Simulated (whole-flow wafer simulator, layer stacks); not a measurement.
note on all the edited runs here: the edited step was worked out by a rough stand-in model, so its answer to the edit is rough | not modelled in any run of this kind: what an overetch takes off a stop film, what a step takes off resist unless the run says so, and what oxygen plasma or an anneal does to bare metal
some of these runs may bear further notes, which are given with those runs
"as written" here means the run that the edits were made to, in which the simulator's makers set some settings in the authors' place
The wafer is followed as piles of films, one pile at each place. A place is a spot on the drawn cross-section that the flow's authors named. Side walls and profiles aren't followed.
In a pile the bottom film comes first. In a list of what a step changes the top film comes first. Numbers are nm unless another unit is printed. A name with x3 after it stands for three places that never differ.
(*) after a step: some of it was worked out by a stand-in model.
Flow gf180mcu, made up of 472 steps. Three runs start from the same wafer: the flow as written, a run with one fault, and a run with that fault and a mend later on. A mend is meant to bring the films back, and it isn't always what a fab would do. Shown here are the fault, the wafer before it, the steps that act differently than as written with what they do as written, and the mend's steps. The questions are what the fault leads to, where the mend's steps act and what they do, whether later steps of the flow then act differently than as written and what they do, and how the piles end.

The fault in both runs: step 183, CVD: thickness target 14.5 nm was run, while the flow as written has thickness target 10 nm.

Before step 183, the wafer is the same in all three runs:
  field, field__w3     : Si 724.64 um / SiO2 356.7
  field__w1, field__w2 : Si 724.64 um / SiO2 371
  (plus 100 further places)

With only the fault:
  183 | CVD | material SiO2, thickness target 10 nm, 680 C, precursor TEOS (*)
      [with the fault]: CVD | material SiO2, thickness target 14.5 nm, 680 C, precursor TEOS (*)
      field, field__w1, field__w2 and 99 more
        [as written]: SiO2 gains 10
        [with the fault]: SiO2 gains 14.5
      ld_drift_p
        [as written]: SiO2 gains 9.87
        [with the fault]: SiO2 gains 14.3
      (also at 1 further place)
  Later steps of the flow acting differently than as written (not shown: 20 more steps that differ only slightly, by at most 2% or 0.5 nm, whichever is larger):
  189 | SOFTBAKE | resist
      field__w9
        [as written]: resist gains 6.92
        [with the fault]: resist loses 3.09
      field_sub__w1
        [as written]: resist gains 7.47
        [with the fault]: resist gains 9.76
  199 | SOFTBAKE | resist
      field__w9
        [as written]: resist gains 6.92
        [with the fault]: resist loses 3.09
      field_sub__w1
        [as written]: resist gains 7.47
        [with the fault]: resist gains 9.76
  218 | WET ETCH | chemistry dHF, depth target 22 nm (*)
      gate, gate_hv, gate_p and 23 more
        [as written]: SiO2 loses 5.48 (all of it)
        [with the fault]: SiO2 loses 9.98 (all of it)
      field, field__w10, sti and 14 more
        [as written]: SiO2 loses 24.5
        [with the fault]: SiO2 loses 25.2
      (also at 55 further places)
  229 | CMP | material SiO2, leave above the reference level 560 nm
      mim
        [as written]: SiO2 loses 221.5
        [with the fault]: SiO2 loses 226.5
  The piles end different from the flow's at spacer by more than 2% or 0.5 nm, whichever is larger.
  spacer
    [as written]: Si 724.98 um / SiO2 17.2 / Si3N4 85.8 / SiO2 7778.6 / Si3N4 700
    [with the fault]: Si 724.98 um / SiO2 21.7 / Si3N4 85.8 / SiO2 7774.1 / Si3N4 700

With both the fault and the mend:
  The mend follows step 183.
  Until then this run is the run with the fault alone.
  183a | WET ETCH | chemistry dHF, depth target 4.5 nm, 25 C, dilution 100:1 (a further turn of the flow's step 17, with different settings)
      field, field__w1, field__w2 and 101 more
        SiO2 loses 4.5
  Every later step of the flow that is run acts as written, at every place that is followed, to within 2% or 0.5 nm, whichever is larger.
  At the end the piles are close to the flow's at the places that both follow, differing by at most 2% or 0.5 nm, whichever is larger.
